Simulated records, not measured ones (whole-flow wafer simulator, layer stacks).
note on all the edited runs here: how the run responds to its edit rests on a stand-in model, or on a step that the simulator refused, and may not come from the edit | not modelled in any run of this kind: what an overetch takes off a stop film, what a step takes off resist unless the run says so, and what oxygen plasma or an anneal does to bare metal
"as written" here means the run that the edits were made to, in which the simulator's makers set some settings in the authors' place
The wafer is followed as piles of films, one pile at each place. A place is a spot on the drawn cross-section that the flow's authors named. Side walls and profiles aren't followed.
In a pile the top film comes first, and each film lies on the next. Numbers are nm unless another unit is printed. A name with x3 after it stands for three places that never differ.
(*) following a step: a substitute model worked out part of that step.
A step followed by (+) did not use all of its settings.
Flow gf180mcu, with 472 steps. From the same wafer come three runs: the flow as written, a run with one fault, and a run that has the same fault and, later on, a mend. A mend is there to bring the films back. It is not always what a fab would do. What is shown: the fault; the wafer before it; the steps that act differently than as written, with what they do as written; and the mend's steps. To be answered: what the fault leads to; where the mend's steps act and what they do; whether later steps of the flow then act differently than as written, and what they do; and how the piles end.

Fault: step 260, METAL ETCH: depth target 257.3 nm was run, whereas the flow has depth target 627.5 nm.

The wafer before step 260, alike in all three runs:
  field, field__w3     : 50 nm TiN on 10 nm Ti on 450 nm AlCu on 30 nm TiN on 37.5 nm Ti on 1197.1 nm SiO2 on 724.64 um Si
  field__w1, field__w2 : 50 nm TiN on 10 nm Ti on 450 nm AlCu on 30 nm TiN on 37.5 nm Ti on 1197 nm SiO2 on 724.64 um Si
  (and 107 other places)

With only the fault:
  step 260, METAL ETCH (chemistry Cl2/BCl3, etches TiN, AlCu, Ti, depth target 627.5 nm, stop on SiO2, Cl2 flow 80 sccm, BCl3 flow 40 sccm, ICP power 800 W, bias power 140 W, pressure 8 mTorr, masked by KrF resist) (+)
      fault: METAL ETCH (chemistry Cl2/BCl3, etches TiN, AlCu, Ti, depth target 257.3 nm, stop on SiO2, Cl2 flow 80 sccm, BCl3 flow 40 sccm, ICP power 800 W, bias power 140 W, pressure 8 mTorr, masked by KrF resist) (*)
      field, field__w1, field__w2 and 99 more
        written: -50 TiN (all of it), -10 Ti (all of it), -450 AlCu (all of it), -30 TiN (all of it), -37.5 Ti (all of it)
        fault: -50 TiN (all of it), -10 Ti (all of it), -197.3 AlCu
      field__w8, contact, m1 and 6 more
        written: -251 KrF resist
        fault: -102.9 KrF resist
  Steps later in the flow that act otherwise than as written:
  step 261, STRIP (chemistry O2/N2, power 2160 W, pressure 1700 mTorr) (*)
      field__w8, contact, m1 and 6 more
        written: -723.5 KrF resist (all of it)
        fault: -871.6 KrF resist (all of it)
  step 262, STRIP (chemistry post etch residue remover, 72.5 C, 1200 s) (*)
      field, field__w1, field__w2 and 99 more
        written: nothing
        fault: -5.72 AlCu
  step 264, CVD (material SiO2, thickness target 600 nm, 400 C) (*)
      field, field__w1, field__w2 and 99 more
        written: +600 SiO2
        fault: +600 SiO2 (new film)
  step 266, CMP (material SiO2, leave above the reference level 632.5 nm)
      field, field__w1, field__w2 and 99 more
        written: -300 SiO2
        fault: -614.5 SiO2
  By the end, the piles at field, field__w1, field__w2 and 100 more depart from the flow's by more than 2% or 0.5 nm, whichever is larger.
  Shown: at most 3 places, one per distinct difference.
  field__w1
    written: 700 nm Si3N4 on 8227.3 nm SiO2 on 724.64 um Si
    fault: 700 nm Si3N4 on 6715.8 nm SiO2 on 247 nm AlCu on 30 nm TiN on 37.5 nm Ti on 1197 nm SiO2 on 724.64 um Si
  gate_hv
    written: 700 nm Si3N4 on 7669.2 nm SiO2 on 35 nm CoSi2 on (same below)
    fault: 700 nm Si3N4 on 6715.8 nm SiO2 on 247 nm AlCu on 30 nm TiN on 37.5 nm Ti on 638.9 nm SiO2 on 35 nm CoSi2 on (same below)
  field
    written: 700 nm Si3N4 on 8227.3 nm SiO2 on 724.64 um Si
    fault: 700 nm Si3N4 on 6715.8 nm SiO2 on 247 nm AlCu on 30 nm TiN on 37.5 nm Ti on 1197.1 nm SiO2 on 724.64 um Si

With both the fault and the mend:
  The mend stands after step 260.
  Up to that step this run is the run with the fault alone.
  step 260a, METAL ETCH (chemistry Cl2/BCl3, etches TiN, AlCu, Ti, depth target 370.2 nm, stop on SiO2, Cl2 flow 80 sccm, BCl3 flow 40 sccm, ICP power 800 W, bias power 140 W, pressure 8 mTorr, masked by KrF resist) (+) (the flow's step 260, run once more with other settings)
      field, field__w1, field__w2 and 99 more
        -252.7 AlCu (all of it), -30 TiN (all of it), -37.5 Ti (all of it)
      field__w8, contact, m1 and 6 more
        -148.1 KrF resist
  None of the later steps of the flow acts differently than as written at any place that is followed.
  By the end, the piles equal the flow's at every place that both follow.
